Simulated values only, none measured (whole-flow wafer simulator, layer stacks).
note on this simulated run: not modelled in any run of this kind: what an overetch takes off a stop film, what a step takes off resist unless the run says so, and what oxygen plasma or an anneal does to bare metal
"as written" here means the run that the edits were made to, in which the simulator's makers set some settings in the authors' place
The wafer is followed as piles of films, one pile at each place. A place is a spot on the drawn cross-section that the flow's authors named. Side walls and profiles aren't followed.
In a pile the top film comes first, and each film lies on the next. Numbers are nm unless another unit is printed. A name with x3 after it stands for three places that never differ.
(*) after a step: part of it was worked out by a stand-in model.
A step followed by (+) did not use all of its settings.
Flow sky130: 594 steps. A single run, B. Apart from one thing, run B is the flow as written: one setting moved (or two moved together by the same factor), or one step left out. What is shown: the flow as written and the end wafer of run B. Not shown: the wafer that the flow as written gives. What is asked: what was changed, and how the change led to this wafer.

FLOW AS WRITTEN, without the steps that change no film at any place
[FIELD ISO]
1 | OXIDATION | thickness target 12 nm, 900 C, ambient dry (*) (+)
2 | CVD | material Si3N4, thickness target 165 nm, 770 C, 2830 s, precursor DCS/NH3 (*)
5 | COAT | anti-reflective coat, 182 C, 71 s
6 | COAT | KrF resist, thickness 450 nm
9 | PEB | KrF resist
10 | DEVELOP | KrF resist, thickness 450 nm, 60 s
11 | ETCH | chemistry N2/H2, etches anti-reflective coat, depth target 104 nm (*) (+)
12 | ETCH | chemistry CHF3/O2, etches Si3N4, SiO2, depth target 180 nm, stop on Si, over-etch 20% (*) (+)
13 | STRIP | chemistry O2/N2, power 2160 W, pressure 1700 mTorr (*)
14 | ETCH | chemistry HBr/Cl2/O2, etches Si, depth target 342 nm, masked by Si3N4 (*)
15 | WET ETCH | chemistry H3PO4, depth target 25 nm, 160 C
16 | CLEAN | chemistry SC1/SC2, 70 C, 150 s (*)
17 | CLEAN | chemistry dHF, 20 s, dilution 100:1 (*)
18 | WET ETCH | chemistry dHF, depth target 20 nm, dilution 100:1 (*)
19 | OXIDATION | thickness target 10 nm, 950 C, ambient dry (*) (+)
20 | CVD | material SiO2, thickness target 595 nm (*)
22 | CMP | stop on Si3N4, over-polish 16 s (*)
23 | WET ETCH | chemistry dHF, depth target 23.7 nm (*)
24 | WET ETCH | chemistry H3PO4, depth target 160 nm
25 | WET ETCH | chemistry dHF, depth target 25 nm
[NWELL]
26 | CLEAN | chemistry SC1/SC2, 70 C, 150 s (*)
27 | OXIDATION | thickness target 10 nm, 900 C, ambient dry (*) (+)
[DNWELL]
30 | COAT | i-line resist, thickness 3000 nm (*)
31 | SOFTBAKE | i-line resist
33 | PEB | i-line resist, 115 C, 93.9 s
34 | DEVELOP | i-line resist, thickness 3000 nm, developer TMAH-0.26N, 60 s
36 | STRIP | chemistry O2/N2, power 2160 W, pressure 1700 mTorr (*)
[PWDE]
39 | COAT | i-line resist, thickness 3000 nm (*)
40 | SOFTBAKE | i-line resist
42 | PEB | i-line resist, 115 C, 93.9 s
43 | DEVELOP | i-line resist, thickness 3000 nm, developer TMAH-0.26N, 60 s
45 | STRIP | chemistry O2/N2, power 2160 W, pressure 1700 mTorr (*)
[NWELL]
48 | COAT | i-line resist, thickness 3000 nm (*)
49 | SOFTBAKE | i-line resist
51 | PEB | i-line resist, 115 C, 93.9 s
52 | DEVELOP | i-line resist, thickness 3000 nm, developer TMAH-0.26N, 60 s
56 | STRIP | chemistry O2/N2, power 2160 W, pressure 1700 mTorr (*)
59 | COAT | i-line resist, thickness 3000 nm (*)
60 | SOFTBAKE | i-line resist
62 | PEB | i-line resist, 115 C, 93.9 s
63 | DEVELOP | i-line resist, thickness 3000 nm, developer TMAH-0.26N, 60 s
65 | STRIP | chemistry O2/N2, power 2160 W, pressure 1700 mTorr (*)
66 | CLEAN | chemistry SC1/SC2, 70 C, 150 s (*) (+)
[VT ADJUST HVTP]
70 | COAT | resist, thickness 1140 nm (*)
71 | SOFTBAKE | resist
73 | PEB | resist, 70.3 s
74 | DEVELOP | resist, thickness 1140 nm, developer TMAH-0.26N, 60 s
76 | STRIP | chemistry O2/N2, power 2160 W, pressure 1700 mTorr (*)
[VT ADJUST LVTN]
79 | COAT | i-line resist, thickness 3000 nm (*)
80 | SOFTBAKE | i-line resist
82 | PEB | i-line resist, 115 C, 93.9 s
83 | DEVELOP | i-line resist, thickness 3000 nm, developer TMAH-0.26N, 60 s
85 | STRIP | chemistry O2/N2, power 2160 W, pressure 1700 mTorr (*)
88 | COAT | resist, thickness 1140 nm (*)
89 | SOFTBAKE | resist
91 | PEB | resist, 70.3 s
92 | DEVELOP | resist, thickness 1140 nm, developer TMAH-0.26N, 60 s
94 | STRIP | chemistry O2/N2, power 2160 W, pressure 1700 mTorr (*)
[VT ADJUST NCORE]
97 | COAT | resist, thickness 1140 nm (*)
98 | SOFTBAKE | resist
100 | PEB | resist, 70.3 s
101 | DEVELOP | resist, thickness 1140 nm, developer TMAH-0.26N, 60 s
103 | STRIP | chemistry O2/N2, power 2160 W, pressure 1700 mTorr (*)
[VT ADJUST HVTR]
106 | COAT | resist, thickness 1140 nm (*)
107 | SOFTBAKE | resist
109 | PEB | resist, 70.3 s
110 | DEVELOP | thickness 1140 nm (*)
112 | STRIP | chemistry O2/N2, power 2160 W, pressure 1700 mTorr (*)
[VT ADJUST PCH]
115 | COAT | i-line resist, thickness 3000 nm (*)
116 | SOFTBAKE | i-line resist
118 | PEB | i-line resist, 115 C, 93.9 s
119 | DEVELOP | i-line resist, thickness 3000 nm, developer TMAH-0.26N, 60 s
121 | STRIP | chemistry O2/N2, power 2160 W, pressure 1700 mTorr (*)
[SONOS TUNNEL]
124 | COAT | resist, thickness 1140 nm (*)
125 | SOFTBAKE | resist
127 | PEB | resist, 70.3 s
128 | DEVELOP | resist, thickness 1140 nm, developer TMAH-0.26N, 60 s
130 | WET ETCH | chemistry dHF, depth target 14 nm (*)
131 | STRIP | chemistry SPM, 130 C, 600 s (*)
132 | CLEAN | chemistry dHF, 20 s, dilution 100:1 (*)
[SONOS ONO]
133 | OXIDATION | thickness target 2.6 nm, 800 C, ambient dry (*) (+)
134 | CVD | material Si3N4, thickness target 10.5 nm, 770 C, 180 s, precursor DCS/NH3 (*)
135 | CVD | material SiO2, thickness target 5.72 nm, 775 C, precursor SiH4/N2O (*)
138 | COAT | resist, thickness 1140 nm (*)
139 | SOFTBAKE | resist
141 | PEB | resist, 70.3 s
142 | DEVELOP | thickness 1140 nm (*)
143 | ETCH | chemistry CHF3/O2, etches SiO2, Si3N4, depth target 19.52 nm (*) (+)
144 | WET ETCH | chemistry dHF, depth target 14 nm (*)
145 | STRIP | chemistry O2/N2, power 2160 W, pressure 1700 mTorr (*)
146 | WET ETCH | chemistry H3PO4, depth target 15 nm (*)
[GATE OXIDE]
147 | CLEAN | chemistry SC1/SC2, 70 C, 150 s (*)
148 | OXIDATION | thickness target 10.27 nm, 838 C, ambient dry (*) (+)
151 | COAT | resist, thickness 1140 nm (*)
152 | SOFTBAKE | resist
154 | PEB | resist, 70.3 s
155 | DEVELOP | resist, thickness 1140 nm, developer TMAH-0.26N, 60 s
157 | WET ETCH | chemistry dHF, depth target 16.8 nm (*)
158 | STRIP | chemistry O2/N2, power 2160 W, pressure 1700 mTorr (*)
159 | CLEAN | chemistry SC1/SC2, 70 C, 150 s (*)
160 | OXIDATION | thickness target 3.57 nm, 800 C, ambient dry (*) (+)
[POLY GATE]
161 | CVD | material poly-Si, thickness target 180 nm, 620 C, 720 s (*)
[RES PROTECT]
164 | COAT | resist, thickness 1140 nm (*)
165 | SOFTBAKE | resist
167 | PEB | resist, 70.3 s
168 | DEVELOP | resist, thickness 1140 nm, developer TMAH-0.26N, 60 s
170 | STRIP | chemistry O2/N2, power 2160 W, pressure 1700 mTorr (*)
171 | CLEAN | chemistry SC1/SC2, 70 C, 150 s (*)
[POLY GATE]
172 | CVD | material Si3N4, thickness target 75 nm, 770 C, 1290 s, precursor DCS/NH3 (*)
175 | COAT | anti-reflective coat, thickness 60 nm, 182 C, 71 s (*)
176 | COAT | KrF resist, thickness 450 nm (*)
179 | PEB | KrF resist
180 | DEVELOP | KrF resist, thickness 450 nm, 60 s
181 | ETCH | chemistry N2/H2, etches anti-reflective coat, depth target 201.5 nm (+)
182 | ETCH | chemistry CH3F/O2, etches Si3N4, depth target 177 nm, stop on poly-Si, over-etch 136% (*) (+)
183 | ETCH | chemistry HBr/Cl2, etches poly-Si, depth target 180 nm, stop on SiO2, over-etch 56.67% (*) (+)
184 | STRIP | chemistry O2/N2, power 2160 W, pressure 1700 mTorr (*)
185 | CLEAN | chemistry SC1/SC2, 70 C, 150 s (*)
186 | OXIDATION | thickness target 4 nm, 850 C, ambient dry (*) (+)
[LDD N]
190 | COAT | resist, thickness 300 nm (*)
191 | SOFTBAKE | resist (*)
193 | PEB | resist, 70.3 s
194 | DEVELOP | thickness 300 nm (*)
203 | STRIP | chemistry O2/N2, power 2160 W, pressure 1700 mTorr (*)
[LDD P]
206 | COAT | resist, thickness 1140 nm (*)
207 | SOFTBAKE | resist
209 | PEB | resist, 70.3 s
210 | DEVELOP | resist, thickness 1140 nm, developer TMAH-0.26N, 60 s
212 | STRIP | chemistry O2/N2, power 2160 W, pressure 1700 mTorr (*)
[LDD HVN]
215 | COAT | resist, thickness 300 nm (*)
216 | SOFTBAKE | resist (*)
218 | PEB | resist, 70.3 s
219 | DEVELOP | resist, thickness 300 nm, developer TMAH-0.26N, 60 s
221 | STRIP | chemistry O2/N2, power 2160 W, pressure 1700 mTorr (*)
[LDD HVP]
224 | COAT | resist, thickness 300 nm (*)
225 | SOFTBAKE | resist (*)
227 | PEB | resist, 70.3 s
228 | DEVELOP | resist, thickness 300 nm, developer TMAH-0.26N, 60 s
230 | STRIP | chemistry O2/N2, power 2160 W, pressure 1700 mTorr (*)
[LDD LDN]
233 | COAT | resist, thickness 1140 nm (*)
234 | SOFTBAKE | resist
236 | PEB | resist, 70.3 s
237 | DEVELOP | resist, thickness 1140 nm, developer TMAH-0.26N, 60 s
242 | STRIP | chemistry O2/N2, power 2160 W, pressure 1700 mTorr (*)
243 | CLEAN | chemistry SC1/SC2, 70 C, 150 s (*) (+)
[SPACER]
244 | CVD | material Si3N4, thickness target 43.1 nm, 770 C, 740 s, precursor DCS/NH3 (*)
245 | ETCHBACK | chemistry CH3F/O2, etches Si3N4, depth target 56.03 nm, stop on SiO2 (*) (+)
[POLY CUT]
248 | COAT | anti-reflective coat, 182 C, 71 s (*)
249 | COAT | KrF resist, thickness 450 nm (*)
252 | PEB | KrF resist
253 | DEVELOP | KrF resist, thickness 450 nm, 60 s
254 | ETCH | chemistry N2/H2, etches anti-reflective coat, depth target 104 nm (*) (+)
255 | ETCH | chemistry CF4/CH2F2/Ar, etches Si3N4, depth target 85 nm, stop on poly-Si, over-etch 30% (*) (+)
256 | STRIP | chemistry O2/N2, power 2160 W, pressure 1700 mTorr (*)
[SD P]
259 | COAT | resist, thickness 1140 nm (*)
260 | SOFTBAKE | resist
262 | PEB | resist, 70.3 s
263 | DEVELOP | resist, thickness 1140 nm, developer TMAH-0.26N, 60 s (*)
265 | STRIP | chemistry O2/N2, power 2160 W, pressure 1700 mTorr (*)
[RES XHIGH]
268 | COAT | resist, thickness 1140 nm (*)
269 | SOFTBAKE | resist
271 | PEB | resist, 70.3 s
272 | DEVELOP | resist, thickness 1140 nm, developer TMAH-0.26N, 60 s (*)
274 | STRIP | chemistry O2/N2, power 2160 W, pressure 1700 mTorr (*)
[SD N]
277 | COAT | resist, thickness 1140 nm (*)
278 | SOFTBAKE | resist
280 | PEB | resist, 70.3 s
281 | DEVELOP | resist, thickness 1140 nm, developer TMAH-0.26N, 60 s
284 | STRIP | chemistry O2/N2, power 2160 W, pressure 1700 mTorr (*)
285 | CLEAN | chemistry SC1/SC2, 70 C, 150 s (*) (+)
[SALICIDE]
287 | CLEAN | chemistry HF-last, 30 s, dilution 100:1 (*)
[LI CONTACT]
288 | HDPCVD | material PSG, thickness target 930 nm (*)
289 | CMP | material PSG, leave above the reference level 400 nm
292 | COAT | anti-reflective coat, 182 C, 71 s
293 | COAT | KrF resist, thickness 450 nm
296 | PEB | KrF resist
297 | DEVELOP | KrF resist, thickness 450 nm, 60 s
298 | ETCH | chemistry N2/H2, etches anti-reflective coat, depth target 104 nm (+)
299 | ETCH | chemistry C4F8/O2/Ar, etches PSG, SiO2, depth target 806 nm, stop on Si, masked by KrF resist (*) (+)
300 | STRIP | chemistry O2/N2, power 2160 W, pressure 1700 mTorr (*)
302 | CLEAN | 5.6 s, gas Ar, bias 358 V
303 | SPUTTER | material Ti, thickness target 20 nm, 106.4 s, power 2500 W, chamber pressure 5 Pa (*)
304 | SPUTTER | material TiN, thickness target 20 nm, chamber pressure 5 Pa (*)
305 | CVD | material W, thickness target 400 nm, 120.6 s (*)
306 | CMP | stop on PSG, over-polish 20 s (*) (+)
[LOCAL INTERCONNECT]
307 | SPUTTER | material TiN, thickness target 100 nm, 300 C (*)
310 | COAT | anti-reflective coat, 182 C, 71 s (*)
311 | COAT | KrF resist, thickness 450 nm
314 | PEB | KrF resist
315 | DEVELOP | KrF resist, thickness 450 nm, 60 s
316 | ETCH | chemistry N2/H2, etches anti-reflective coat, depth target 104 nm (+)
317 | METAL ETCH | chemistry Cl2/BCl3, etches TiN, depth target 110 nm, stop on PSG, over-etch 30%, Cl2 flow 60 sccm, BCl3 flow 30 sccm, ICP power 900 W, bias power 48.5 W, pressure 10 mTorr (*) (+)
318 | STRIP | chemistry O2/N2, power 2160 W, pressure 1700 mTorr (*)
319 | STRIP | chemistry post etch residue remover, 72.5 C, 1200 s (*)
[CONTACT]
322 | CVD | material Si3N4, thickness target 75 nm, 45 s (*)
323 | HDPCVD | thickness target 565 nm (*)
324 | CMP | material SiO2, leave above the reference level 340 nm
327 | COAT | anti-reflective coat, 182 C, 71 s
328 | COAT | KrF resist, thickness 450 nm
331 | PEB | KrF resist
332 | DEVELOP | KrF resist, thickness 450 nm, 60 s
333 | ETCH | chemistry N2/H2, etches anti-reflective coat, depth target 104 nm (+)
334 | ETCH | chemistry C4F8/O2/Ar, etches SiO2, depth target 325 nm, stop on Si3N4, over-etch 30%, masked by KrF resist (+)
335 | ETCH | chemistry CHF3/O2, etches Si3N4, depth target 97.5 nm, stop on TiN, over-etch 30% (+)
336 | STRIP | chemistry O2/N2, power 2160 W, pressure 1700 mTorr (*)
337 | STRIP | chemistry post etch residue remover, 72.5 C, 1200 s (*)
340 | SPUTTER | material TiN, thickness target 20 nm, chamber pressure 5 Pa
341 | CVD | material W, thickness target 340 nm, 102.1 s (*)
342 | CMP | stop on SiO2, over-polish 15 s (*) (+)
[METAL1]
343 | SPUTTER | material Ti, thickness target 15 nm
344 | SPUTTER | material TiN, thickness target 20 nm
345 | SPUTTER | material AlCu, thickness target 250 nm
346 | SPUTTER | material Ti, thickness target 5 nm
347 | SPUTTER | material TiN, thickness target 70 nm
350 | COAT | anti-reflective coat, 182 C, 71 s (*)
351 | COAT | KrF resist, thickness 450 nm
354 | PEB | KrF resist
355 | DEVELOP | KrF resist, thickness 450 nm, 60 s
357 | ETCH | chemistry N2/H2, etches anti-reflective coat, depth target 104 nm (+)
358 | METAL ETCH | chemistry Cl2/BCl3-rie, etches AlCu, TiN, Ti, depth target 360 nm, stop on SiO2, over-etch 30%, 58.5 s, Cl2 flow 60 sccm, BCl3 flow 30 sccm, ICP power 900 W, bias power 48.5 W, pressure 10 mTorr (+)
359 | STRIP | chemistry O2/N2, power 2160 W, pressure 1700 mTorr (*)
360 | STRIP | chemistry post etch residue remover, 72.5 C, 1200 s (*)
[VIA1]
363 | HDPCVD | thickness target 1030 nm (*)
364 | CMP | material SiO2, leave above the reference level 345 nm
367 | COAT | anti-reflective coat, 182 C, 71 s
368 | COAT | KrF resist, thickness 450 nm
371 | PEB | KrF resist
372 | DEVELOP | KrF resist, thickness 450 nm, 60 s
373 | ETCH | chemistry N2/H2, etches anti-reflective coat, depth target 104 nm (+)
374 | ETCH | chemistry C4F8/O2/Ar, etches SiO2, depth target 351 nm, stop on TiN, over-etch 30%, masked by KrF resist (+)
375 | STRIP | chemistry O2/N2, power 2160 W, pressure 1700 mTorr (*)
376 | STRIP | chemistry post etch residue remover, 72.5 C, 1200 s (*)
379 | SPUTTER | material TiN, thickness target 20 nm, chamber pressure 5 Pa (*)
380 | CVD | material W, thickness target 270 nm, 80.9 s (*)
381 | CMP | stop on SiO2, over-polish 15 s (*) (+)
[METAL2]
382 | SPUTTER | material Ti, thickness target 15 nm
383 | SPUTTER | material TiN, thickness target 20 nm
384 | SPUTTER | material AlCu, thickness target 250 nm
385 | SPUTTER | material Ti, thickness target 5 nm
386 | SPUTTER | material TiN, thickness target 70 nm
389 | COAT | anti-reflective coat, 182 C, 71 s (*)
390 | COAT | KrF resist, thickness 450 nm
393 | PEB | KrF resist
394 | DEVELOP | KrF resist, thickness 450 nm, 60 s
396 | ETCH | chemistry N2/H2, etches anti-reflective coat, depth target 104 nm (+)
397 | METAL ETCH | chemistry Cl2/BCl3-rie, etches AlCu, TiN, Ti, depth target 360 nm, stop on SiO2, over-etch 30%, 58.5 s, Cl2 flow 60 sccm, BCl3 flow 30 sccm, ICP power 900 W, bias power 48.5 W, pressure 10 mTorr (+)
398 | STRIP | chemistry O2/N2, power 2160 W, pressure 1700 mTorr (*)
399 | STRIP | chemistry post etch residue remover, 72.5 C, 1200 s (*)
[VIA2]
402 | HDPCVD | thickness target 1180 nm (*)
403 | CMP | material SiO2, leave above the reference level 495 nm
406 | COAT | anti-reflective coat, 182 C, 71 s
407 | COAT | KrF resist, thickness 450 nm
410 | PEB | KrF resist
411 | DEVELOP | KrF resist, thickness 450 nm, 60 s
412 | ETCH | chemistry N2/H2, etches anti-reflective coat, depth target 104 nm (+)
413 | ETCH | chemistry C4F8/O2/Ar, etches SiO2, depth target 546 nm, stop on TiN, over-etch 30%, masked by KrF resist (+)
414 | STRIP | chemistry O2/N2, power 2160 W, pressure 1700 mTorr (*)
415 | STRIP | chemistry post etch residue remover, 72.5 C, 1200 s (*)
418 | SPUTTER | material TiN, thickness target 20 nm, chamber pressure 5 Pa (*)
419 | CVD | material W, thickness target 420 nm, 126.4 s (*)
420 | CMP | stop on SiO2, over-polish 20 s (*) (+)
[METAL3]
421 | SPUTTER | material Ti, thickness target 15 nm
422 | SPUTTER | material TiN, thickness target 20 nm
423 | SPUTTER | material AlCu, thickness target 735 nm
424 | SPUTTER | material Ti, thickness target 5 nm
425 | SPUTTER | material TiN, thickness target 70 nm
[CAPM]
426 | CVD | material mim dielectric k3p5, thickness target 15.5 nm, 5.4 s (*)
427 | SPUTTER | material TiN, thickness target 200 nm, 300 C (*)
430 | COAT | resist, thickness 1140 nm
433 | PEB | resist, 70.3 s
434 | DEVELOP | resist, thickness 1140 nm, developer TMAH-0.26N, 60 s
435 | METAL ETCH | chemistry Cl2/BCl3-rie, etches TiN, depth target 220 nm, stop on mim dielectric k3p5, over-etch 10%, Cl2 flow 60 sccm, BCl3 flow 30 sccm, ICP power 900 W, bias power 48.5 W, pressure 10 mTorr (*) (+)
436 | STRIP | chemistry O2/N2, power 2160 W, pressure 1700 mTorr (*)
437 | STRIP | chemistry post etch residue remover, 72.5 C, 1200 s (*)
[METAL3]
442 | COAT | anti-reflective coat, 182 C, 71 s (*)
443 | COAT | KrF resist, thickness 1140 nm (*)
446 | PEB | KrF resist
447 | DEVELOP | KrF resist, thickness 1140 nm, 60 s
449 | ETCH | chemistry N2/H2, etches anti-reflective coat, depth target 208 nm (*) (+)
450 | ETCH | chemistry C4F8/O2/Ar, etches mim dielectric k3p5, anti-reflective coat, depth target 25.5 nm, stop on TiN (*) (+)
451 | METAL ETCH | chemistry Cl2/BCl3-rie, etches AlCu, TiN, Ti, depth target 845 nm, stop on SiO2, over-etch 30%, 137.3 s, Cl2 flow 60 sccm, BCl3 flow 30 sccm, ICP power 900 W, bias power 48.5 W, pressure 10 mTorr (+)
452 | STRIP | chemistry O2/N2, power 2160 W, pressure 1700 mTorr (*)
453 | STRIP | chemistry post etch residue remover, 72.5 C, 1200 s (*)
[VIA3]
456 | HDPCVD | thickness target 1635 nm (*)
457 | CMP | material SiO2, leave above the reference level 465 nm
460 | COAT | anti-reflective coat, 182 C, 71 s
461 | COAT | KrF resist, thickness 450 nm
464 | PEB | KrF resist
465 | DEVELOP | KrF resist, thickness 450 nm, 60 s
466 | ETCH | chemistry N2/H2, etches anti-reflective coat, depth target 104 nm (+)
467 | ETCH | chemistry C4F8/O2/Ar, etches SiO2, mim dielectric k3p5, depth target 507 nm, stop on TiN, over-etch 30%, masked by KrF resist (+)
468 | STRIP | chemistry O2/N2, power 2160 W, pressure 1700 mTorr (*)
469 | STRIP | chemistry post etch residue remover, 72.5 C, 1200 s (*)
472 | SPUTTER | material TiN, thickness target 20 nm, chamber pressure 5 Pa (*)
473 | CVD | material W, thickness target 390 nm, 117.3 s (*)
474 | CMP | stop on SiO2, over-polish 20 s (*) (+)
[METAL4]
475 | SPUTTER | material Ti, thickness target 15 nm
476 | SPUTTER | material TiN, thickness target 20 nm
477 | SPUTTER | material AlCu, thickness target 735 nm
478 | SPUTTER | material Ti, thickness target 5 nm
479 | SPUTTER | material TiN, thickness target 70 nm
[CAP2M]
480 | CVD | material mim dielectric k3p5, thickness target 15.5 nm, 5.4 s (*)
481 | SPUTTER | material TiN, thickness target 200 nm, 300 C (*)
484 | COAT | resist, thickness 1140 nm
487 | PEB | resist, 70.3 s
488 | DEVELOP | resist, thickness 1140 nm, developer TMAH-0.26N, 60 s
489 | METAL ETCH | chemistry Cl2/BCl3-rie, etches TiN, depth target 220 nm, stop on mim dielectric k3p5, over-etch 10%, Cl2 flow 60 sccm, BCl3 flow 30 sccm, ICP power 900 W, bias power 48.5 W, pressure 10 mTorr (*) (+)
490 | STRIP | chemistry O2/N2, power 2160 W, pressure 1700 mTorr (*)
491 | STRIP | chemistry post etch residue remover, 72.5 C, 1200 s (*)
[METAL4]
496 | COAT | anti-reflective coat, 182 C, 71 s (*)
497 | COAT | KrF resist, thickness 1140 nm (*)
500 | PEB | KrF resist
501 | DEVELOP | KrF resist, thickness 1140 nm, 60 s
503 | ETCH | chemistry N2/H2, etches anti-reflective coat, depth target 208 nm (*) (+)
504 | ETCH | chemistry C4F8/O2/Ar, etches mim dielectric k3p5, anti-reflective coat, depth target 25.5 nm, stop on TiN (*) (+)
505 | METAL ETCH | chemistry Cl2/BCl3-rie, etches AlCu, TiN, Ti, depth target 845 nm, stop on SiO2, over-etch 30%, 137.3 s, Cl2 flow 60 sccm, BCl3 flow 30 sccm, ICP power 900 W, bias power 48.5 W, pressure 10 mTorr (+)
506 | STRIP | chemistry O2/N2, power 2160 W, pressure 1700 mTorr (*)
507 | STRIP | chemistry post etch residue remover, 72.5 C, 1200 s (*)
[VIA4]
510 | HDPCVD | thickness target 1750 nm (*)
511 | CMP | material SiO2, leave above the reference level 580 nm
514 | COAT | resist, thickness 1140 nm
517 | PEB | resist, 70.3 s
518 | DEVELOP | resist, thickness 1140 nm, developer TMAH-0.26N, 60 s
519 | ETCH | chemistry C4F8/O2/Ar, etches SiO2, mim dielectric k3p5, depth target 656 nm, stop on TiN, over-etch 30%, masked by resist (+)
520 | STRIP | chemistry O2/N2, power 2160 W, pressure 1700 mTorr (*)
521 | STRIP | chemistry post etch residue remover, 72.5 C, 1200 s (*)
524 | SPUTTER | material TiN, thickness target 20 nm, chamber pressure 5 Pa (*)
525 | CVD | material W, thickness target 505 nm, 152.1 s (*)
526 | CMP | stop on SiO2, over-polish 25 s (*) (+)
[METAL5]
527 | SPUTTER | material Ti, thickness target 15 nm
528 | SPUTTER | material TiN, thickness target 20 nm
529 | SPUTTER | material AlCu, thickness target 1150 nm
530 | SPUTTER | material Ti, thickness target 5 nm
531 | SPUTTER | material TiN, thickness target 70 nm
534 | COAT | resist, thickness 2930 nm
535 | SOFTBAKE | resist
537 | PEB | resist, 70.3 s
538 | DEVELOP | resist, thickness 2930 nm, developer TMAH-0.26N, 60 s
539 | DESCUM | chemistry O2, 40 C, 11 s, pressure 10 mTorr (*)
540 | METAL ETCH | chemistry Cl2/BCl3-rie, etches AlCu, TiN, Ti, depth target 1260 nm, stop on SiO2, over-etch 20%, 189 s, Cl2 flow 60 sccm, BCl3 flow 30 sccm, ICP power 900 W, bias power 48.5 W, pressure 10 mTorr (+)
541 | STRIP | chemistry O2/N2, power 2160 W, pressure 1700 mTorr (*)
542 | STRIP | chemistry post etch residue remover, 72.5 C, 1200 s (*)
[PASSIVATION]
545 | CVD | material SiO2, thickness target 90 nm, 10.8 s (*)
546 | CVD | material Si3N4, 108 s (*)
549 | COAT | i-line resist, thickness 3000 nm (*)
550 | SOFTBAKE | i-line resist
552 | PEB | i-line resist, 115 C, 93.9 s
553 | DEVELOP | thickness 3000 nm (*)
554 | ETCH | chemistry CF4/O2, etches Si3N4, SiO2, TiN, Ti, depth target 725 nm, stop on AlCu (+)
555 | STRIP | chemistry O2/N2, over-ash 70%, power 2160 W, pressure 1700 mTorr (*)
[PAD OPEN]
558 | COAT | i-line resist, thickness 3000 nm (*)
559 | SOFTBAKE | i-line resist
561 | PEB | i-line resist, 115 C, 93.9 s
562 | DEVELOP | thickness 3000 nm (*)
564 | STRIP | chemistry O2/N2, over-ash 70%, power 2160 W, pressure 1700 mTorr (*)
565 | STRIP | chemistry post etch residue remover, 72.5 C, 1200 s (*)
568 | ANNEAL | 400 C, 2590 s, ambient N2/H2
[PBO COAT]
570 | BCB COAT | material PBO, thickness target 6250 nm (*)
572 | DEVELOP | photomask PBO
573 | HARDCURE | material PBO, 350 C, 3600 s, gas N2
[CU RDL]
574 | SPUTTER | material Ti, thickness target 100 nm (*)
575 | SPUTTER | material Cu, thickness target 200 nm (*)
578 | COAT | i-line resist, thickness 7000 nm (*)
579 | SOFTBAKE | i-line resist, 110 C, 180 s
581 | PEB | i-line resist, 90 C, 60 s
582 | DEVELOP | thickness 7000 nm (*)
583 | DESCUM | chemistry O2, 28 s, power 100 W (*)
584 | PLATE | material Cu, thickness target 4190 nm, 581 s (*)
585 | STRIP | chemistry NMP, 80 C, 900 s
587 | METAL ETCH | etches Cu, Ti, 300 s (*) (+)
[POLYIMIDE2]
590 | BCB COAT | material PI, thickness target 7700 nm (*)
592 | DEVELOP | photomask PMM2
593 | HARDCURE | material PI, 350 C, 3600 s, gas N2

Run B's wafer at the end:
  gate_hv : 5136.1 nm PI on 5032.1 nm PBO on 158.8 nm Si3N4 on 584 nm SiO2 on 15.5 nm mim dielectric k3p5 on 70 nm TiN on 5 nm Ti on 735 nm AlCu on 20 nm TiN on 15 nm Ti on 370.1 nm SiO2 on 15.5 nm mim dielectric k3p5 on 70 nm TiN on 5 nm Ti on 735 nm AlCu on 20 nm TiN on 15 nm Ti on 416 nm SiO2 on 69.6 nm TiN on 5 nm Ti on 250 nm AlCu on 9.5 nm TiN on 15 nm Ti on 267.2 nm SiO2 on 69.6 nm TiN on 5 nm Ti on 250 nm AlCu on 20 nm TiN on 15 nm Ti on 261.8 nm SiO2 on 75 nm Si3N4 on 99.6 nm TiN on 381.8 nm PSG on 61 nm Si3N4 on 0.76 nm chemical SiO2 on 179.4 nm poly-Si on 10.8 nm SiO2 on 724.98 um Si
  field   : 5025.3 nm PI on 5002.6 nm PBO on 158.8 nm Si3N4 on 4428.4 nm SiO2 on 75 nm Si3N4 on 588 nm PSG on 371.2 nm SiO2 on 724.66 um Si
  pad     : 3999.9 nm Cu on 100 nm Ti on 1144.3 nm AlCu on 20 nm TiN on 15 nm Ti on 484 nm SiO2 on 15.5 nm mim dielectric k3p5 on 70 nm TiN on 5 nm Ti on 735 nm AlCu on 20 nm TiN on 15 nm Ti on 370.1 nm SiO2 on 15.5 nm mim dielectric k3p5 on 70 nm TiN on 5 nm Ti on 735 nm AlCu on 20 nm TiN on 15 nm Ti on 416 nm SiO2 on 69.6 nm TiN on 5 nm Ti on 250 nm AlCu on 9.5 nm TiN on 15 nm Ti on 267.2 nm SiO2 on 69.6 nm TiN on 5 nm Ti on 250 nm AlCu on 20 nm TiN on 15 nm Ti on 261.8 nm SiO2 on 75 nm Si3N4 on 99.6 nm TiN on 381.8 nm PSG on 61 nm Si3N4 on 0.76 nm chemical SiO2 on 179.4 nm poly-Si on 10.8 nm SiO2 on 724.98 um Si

What caused this: step 383, SPUTTER: thickness target 9.5 nm was run, though the flow has thickness target 20 nm.
One can read it off the wafer: gate_hv has TiN 9.5, and step 383 as written asks for 20 nm.

The path from the change to this, step by step:
  383 | SPUTTER | material TiN, thickness target 20 nm
      field, active, n_well and 188 more: TiN gains 9.5 (new film) (in the flow as written it would be: TiN gains 20 (new film))
  397 | METAL ETCH | chemistry Cl2/BCl3-rie, etches AlCu, TiN, Ti, depth target 360 nm, stop on SiO2, over-etch 30%, 58.5 s, Cl2 flow 60 sccm, BCl3 flow 30 sccm, ICP power 900 W, bias power 48.5 W, pressure 10 mTorr (+)
      field, active, gate and 82 more: TiN loses 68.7 (all of it), Ti loses 5 (all of it), AlCu loses 250 (all of it), TiN loses 9.5 (all of it), Ti loses 15 (all of it), SiO2 loses 12 (in the flow as written it would be: TiN loses 68.7 (all of it), Ti loses 5 (all of it), AlCu loses 250 (all of it), TiN loses 20 (all of it), Ti loses 15 (all of it), SiO2 loses 10.9)
  403 | CMP | material SiO2, leave above the reference level 495 nm
      field, active, gate and 82 more: SiO2 loses 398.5 (in the flow as written it would be: SiO2 loses 389.1)
